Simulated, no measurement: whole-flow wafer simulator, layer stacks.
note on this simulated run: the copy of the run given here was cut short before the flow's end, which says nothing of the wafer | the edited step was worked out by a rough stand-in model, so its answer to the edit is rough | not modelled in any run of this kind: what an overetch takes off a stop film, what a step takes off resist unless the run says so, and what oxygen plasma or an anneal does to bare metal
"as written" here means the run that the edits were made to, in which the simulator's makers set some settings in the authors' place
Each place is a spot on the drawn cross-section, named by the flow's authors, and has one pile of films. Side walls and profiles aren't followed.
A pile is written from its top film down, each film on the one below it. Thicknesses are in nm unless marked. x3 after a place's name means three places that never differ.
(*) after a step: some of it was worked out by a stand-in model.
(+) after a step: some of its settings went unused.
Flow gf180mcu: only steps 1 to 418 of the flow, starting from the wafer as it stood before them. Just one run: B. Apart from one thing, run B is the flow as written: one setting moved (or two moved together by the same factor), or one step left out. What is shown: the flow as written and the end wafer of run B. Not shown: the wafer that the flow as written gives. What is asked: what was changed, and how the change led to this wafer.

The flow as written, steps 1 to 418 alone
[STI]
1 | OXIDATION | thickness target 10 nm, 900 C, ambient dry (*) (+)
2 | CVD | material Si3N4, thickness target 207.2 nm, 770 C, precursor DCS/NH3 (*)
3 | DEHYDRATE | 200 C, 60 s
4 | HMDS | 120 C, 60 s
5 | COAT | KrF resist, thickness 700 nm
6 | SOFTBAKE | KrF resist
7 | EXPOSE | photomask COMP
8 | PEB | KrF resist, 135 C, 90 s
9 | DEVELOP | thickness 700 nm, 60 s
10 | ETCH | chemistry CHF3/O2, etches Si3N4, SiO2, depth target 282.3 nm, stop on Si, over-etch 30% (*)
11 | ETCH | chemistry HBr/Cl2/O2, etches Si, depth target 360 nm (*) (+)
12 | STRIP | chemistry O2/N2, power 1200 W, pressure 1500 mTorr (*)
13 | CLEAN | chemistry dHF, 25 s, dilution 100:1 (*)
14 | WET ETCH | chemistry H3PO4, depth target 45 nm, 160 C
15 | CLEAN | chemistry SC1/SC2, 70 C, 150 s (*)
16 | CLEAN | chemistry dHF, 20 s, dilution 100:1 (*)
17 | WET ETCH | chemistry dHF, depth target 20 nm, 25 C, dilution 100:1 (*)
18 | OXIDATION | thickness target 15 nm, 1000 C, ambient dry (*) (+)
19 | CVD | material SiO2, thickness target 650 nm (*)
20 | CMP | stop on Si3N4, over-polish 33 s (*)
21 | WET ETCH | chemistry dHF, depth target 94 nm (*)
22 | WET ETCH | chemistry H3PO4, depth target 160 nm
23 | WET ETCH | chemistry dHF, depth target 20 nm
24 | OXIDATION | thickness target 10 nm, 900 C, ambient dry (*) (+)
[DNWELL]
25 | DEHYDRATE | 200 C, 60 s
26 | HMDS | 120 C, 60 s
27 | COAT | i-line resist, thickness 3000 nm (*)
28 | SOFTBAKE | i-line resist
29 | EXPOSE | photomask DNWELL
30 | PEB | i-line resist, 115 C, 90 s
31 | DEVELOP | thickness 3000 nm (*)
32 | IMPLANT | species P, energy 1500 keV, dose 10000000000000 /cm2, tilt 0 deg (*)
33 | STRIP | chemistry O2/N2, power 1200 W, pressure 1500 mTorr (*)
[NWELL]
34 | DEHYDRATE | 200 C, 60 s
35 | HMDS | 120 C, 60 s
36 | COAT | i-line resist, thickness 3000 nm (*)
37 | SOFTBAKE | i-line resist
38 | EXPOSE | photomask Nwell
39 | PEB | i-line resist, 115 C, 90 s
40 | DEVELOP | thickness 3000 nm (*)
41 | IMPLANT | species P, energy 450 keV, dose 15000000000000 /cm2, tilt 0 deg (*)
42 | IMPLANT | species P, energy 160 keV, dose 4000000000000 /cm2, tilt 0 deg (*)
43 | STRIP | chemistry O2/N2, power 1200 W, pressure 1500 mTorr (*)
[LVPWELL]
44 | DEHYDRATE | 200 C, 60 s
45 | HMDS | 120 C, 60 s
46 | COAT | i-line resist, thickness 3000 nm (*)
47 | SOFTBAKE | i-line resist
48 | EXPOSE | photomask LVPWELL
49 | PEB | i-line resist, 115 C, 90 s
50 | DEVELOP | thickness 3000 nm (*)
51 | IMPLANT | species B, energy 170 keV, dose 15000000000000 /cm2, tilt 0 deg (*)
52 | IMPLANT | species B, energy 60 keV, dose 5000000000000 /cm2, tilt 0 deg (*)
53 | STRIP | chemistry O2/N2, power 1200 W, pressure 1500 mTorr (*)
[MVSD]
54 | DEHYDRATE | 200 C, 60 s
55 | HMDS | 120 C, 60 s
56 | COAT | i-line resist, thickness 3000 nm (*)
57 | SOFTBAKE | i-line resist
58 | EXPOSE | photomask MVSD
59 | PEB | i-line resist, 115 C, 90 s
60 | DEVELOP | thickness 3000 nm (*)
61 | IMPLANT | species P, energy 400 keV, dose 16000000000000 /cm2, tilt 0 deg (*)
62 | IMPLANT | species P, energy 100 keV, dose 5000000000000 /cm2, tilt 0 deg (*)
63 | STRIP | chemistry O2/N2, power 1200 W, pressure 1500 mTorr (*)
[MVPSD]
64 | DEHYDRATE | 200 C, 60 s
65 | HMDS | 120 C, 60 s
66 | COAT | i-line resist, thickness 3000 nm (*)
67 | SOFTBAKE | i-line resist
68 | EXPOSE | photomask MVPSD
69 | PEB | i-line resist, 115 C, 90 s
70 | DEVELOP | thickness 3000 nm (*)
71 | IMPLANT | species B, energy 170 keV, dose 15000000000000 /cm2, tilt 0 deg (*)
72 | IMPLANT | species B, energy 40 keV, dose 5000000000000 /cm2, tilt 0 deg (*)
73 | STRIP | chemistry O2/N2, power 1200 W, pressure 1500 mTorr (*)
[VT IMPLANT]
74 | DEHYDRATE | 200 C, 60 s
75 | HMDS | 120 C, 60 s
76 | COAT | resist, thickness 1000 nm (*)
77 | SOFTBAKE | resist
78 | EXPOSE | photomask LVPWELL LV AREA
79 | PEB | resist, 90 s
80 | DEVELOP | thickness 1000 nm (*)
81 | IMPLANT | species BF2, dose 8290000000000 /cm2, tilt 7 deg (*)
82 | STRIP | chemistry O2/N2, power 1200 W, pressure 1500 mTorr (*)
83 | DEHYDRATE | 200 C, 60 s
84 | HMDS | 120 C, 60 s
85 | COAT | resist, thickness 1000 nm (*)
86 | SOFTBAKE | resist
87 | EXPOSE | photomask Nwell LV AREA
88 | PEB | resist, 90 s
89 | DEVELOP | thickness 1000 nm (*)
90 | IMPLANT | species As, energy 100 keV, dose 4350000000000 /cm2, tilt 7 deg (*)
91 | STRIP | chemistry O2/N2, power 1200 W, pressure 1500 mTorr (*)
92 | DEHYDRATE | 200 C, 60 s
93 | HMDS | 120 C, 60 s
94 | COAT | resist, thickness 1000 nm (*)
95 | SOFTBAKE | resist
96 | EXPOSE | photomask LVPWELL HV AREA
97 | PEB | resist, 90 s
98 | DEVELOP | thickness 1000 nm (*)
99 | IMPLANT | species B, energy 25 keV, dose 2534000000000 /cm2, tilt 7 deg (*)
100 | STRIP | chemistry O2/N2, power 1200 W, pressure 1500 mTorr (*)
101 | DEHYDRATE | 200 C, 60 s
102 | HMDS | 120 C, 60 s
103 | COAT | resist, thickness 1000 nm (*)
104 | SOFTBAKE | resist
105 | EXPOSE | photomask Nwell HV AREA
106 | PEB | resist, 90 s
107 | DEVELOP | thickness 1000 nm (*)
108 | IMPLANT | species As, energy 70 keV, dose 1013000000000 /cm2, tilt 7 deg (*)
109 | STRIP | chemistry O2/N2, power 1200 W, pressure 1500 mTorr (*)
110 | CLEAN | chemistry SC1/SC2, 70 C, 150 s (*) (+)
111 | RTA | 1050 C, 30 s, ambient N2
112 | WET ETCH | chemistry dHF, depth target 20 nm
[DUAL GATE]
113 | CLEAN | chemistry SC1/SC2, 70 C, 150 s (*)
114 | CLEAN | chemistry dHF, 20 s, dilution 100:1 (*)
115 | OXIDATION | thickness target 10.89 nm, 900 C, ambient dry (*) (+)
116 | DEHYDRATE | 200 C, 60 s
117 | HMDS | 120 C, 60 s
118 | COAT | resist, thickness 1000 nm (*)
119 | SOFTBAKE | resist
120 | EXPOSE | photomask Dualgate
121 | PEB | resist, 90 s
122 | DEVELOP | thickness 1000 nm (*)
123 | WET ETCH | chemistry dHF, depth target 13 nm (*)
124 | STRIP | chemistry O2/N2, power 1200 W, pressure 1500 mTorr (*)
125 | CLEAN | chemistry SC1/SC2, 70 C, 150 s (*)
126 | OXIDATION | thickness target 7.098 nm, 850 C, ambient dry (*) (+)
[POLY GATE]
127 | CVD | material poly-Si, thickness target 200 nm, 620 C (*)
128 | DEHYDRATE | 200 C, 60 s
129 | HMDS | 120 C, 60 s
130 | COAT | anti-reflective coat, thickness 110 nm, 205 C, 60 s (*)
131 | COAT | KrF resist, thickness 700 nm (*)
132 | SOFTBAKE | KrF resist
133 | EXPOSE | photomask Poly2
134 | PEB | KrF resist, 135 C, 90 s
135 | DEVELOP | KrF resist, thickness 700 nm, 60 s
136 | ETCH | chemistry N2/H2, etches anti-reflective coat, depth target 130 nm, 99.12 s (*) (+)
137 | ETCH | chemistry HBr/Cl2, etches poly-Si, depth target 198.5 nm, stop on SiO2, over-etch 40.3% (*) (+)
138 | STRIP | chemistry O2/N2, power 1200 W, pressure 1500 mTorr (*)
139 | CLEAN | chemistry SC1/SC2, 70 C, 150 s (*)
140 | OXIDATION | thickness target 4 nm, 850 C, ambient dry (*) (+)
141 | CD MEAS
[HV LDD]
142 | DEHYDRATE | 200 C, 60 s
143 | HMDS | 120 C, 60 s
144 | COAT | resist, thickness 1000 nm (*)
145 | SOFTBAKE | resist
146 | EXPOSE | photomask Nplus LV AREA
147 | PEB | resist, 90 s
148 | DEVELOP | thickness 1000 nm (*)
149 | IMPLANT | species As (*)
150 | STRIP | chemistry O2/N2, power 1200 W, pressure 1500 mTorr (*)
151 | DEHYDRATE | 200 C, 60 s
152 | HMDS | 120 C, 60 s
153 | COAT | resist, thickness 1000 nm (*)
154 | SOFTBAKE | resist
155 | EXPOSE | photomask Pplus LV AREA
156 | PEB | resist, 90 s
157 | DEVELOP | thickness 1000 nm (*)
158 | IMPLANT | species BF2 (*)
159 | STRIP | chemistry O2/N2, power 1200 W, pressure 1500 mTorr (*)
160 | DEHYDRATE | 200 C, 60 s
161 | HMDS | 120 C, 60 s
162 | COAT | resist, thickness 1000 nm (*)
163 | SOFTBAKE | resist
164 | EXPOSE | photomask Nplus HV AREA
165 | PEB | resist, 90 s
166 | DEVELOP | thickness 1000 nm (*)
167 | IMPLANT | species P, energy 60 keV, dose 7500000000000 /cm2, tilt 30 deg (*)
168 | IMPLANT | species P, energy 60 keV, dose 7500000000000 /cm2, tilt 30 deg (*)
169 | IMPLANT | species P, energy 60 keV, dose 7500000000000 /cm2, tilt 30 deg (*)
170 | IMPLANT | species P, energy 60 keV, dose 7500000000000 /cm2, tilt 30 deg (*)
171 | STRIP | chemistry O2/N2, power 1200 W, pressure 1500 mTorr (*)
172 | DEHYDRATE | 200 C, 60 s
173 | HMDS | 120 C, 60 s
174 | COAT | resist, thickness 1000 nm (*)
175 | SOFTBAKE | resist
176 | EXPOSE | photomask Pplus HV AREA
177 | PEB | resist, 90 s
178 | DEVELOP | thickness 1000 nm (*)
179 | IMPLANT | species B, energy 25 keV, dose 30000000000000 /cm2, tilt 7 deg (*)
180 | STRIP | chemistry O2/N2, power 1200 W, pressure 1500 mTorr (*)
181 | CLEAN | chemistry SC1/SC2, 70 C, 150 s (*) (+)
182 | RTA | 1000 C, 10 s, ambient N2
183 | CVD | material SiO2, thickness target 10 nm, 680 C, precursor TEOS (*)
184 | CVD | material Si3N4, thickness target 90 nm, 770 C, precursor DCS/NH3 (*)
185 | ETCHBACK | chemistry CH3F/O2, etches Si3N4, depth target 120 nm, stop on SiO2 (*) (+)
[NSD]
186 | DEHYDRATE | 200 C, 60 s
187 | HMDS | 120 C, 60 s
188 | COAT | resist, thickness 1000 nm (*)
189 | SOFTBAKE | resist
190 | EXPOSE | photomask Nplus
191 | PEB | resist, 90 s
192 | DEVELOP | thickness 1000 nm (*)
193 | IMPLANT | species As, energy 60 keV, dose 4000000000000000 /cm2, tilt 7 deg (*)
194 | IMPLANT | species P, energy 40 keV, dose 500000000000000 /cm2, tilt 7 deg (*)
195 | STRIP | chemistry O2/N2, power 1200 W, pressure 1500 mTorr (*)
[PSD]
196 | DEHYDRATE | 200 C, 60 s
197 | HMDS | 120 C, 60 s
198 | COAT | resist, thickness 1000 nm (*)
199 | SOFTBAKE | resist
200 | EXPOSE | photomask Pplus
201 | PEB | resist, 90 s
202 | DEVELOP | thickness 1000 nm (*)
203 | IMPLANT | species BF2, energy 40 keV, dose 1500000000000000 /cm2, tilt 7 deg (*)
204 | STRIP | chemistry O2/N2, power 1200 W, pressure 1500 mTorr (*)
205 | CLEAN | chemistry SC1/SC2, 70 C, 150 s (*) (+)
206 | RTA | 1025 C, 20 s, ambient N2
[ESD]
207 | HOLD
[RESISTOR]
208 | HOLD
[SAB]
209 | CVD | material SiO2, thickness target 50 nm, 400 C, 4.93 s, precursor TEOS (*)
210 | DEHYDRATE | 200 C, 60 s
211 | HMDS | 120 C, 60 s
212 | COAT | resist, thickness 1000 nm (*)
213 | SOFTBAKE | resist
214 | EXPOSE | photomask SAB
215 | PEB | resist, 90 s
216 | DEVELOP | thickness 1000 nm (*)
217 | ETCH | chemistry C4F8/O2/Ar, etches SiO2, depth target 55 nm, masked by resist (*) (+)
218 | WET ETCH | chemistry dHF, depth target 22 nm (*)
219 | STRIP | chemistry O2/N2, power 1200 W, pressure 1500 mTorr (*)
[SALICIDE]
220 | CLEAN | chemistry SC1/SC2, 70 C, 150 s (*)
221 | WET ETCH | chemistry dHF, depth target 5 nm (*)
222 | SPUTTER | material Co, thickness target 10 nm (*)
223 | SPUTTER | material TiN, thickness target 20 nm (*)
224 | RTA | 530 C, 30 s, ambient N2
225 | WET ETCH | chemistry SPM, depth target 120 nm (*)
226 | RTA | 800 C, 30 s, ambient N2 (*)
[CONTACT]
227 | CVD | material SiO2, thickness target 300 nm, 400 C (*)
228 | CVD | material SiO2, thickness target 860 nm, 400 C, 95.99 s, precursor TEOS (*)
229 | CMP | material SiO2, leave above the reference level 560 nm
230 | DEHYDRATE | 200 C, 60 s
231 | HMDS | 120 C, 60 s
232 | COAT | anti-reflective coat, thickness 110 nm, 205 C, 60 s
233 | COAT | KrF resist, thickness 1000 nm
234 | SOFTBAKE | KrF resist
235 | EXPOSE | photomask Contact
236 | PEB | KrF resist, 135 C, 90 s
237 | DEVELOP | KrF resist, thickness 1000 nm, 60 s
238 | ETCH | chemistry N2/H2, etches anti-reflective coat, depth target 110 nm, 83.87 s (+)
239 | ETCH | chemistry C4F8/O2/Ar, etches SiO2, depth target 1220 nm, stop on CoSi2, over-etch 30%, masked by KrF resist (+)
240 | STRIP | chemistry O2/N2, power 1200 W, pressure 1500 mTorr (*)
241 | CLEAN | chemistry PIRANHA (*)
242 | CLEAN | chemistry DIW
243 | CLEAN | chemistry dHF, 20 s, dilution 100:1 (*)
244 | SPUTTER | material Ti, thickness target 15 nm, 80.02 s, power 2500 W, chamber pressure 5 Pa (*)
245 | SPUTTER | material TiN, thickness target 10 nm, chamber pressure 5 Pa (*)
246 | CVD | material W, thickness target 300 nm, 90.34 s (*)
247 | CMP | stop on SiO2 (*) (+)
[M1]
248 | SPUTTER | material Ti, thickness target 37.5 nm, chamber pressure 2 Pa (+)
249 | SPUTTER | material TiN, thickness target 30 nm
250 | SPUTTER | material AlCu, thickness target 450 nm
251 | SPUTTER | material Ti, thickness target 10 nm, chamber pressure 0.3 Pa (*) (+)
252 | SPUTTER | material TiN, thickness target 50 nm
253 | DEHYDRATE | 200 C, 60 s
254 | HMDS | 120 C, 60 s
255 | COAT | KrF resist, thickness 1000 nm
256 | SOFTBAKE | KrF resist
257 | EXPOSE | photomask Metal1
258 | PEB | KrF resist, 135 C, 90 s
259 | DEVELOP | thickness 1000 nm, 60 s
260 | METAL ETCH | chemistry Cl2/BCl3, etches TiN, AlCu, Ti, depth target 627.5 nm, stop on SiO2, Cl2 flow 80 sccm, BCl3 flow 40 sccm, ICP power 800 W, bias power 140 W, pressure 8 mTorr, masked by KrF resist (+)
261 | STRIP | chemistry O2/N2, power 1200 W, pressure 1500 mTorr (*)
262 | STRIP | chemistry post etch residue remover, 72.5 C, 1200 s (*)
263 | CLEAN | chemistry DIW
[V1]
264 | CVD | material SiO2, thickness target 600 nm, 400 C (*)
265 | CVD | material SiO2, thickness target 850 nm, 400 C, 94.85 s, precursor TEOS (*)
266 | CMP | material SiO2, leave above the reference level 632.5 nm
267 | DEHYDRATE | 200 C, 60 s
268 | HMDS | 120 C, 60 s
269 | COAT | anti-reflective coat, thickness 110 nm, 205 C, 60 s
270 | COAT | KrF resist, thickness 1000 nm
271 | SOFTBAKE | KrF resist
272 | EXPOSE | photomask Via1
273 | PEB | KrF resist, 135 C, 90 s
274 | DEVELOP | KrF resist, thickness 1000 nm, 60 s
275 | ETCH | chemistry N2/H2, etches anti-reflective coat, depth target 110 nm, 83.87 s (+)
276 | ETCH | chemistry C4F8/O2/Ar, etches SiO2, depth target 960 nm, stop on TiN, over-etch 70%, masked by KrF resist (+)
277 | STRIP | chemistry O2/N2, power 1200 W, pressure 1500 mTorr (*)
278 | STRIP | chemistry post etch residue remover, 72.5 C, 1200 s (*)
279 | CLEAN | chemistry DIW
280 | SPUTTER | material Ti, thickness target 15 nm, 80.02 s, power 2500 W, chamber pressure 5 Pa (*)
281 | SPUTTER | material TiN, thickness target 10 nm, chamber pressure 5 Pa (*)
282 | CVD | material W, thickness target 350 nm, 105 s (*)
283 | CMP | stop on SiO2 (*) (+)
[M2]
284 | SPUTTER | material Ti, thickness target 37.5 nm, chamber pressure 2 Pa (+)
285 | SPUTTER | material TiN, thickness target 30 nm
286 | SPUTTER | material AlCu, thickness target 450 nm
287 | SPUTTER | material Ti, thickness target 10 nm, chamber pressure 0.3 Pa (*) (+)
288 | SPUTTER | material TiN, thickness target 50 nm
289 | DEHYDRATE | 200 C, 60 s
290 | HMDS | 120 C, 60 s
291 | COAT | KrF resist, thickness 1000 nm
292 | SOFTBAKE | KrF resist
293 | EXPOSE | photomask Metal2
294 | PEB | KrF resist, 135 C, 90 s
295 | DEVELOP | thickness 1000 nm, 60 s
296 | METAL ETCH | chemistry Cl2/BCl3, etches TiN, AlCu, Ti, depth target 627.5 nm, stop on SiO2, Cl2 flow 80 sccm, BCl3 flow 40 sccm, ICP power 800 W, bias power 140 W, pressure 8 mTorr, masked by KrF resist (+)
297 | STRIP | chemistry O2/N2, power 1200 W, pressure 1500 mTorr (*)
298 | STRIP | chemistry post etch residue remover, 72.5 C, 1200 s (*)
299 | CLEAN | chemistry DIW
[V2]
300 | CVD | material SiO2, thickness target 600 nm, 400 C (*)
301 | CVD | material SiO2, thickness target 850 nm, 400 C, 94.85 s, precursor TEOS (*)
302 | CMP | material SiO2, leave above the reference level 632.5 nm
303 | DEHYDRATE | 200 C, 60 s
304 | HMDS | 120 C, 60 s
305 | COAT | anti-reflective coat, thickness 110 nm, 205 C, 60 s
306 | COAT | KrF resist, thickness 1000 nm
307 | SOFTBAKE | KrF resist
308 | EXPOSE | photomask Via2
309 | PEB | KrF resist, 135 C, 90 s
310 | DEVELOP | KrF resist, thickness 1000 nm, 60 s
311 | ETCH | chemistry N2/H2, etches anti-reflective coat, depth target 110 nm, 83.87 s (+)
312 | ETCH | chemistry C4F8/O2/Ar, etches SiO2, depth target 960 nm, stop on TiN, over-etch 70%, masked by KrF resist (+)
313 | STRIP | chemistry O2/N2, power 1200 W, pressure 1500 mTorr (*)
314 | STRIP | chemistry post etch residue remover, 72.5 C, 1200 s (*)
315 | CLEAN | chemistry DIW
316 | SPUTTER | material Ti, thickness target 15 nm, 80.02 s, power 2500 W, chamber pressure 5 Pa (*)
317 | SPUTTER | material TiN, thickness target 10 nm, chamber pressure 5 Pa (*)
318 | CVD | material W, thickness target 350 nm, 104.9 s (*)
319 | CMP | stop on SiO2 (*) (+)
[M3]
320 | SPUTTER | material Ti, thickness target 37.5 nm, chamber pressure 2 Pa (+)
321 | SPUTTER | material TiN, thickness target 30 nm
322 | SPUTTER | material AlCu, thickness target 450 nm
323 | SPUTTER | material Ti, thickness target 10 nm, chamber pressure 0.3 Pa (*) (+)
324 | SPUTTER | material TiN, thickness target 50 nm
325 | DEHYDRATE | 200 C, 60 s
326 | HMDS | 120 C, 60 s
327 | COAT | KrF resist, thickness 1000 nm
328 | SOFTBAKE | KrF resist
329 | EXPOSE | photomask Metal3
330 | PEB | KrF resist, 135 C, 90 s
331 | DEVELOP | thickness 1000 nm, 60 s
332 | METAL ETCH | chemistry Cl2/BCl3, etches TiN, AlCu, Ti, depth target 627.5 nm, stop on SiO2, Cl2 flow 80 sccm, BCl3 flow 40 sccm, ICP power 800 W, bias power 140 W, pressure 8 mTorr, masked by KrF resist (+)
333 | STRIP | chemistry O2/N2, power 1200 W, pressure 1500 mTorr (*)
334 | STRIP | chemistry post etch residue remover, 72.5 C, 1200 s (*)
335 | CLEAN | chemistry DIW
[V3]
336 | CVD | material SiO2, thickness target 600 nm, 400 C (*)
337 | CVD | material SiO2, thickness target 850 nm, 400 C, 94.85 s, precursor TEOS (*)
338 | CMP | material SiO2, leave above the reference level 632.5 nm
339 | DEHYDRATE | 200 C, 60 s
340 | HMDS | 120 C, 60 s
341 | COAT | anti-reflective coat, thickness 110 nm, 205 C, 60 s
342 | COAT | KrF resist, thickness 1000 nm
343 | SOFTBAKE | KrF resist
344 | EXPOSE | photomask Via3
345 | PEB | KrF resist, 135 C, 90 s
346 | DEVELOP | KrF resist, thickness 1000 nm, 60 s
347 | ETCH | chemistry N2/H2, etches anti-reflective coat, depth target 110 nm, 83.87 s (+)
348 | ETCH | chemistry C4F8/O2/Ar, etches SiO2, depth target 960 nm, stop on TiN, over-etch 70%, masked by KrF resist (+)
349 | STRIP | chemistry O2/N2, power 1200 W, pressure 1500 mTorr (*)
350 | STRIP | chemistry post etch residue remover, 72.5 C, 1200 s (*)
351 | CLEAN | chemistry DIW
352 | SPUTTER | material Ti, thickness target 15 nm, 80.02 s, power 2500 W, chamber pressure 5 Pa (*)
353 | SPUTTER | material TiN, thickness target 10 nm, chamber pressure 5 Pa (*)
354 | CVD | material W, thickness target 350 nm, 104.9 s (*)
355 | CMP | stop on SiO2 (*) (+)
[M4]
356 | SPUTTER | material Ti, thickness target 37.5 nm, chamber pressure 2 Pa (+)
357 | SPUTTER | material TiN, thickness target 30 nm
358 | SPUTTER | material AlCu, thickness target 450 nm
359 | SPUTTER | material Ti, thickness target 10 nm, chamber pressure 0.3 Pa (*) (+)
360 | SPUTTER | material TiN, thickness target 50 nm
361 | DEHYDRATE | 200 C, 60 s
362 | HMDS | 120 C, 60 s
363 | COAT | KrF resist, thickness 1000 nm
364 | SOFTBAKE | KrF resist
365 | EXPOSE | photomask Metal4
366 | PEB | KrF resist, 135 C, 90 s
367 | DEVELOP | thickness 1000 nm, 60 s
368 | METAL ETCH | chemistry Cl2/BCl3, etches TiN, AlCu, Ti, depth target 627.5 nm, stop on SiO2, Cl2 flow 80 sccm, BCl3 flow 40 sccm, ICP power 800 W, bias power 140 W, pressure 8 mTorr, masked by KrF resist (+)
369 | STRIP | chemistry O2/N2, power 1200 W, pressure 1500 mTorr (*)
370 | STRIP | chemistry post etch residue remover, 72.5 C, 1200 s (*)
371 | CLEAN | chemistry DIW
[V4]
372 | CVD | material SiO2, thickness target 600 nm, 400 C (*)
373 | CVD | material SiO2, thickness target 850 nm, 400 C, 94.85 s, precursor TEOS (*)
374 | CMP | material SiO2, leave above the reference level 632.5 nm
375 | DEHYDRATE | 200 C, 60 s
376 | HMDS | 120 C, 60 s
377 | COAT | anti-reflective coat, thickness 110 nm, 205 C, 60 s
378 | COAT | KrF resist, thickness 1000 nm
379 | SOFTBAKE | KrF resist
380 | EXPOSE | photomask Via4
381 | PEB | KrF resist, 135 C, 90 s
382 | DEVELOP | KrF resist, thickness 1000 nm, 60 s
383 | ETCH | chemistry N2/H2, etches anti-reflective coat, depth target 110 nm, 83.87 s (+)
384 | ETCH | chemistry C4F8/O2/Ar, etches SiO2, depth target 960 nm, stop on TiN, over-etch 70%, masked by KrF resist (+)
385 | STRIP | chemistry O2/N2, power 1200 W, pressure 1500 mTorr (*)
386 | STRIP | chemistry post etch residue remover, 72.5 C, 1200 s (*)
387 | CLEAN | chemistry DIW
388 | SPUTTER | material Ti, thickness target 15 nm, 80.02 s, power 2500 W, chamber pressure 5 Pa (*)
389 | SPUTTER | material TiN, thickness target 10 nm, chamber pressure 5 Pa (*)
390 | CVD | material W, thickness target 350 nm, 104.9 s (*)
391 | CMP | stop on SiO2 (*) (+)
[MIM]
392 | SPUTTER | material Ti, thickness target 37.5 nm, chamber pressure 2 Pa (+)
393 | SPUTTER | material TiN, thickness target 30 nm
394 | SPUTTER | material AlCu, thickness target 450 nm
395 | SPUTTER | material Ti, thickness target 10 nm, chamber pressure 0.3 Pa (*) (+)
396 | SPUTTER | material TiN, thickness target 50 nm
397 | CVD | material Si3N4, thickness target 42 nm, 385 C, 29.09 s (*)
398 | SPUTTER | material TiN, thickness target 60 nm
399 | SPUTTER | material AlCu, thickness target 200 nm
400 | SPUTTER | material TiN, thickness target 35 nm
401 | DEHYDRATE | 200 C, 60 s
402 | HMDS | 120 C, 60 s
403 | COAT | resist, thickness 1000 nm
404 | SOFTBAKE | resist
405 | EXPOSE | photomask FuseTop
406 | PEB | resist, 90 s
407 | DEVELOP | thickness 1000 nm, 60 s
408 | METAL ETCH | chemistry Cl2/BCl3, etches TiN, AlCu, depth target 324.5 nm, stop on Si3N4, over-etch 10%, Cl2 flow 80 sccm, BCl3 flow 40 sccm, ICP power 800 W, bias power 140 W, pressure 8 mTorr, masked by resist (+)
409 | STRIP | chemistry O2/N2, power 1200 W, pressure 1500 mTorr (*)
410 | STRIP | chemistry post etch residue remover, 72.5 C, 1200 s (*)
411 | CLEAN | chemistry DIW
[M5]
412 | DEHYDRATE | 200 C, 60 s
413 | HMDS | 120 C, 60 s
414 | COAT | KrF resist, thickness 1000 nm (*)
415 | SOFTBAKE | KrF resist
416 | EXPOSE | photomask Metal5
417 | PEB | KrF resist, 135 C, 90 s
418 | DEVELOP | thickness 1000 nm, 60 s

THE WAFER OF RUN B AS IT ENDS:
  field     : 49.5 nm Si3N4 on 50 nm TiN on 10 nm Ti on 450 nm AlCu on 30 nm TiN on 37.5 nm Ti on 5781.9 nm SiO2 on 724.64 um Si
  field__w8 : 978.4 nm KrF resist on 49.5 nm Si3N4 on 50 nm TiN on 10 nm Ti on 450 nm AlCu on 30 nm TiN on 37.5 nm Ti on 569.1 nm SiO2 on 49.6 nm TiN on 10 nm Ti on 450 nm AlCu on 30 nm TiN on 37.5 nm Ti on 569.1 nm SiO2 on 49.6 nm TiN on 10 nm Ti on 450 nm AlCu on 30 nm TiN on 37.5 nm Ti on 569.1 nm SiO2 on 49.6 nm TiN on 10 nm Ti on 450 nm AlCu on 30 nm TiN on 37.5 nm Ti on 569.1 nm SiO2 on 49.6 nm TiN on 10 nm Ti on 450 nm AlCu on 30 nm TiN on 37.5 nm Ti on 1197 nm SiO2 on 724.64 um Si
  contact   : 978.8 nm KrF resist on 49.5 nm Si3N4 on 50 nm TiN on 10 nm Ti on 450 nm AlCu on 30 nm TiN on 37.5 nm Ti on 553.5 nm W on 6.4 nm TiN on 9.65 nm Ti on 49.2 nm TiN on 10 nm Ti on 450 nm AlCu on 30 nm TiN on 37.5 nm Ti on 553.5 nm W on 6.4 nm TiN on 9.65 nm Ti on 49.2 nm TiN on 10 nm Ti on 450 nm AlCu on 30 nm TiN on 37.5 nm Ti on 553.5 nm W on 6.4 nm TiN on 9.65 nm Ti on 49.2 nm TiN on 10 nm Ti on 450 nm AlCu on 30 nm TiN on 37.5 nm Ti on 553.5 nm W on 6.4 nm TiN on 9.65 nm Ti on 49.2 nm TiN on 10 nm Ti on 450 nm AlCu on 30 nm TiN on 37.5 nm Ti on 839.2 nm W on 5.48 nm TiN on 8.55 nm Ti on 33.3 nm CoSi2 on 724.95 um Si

What caused this: step 397, CVD: 34.54 s was run, though the flow has 29.09 s.

How this came from the change, step by step:
  397 | CVD | material Si3N4, thickness target 42 nm, 385 C, 29.09 s (*)
      field, field__w1, field__w2 and 108 more: +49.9 Si3N4 (new film) (in the flow as written it would be: +42 Si3N4 (new film))
